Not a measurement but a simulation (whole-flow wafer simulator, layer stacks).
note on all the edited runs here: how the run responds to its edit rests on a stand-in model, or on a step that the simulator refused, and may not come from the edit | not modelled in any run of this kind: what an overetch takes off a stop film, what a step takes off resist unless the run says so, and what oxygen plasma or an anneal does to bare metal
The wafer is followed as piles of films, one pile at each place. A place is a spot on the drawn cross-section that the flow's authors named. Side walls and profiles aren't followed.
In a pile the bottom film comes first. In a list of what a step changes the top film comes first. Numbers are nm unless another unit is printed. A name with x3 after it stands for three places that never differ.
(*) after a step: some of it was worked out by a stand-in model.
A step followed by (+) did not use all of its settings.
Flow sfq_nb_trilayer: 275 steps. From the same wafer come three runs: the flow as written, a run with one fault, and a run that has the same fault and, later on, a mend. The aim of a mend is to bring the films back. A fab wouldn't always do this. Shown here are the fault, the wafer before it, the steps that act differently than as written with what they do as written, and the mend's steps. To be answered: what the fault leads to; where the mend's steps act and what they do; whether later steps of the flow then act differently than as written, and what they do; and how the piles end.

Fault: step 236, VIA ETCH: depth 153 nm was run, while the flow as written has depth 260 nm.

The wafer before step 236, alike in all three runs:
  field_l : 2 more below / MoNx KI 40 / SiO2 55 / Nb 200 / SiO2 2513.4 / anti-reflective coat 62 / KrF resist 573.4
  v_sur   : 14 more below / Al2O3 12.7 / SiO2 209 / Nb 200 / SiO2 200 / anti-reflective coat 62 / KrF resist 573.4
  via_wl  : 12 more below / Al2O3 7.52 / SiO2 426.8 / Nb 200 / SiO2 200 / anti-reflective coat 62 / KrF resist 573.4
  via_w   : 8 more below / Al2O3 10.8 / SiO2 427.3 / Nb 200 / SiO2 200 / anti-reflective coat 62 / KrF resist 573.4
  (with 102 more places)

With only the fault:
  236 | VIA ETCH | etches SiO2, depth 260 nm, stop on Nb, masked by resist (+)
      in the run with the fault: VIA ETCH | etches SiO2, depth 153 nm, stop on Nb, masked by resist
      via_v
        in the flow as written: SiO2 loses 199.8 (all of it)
        in the run with the fault: SiO2 loses 153
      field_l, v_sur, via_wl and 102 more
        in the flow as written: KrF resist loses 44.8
        in the run with the fault: KrF resist loses 26.4
  Steps further on in the flow that do not act as written (not shown: 3 more steps that differ only slightly, by at most 2% or 0.5 nm, whichever is larger):
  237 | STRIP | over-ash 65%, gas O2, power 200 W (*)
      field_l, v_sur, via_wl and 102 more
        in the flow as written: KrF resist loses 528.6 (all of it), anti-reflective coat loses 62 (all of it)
        in the run with the fault: KrF resist loses 547.1 (all of it), anti-reflective coat loses 62 (all of it)
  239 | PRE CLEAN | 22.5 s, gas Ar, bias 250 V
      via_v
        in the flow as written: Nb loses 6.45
        in the run with the fault: SiO2 loses 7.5
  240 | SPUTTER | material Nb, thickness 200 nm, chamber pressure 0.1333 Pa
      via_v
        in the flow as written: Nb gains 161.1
        in the run with the fault: Nb gains 172.2 (new film)
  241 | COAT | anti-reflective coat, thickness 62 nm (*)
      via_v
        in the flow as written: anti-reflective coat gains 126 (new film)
        in the run with the fault: anti-reflective coat gains 114.3 (new film)
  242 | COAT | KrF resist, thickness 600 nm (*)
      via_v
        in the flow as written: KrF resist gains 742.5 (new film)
        in the run with the fault: KrF resist gains 704.7 (new film)
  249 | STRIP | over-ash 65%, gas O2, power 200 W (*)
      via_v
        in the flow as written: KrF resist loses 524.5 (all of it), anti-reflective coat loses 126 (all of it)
        in the run with the fault: KrF resist loses 486.8 (all of it), anti-reflective coat loses 114.3 (all of it)
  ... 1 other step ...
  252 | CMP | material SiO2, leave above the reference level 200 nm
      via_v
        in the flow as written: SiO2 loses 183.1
        in the run with the fault: SiO2 loses 157.1
  By the end, the piles at via_v depart from the flow's by more than 2% or 0.5 nm, whichever is larger.
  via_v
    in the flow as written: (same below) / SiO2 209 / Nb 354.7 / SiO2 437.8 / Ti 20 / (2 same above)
    in the run with the fault: (same below) / SiO2 209 / Nb 200 / SiO2 39.3 / Nb 172.2 / SiO2 381 / Ti 20 / (2 same above)

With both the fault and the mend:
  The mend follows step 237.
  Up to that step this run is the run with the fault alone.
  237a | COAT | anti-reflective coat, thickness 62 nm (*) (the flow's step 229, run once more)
      p4_fl x3, p4_w1 x9, p4_g1 x2 and 63 more
        anti-reflective coat gains 62 (new film)
      res, r_end, moat and 8 more
        anti-reflective coat gains 61.8 (new film)
      field_l, jj_sur, ce_l, c5j
        anti-reflective coat gains 61.6 (new film)
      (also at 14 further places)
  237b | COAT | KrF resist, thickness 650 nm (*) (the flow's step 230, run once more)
      p4_fl x3, p4_w1 x9, p4_g1 x2 and 63 more
        KrF resist gains 650 (new film)
      moat, field_r, lsp_l, ln_m5, l0v
        KrF resist gains 649.6 (new film)
      lsp_m, ln_m6, lsp_r, l0_sur
        KrF resist gains 649.7 (new film)
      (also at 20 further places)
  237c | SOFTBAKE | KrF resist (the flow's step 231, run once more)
      leaves every film unchanged at each place that is followed
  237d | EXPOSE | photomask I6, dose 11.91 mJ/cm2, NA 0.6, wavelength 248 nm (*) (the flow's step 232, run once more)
      leaves every film unchanged at each place that is followed
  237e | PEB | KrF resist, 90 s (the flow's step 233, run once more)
      c5j, ce_r, sp_r and 90 more
        KrF resist loses 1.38
      field_l, v_sur, via_wl and 8 more
        KrF resist loses 1.37
      via_wr
        KrF resist loses 1.36
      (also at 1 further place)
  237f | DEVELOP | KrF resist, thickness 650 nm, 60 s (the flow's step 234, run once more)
      field_l, v_sur, via_wl and 102 more
        KrF resist loses 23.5
      via_v
        KrF resist loses 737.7 (all of it)
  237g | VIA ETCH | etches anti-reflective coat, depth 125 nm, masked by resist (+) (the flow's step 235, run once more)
      field_l, v_sur, via_wl and 102 more
        KrF resist loses 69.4
      via_v
        anti-reflective coat loses 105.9 (all of it), SiO2 loses 0.1
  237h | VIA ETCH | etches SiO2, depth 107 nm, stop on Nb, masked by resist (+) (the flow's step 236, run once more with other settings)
      field_l, v_sur, via_wl and 102 more
        KrF resist loses 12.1
      via_v
        SiO2 loses 46.7 (all of it)
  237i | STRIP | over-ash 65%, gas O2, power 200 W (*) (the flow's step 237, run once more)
      p4_fl x3, p4_w1 x9, p4_g1 x2 and 63 more
        KrF resist loses 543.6 (all of it), anti-reflective coat loses 62 (all of it)
      field_r, lsp_l, ln_m5, lsp_m, ln_m6, lsp_r, l0_sur, l0v
        KrF resist loses 543.2 (all of it), anti-reflective coat loses 61.8 (all of it)
      res, r_end, moat
        KrF resist loses 543.1 (all of it), anti-reflective coat loses 61.8 (all of it)
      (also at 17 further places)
  Every later step of the flow that is run acts as written, at every place that is followed, to within 2% or 0.5 nm, whichever is larger.
  By the end, the piles equal the flow's at every place that both follow.
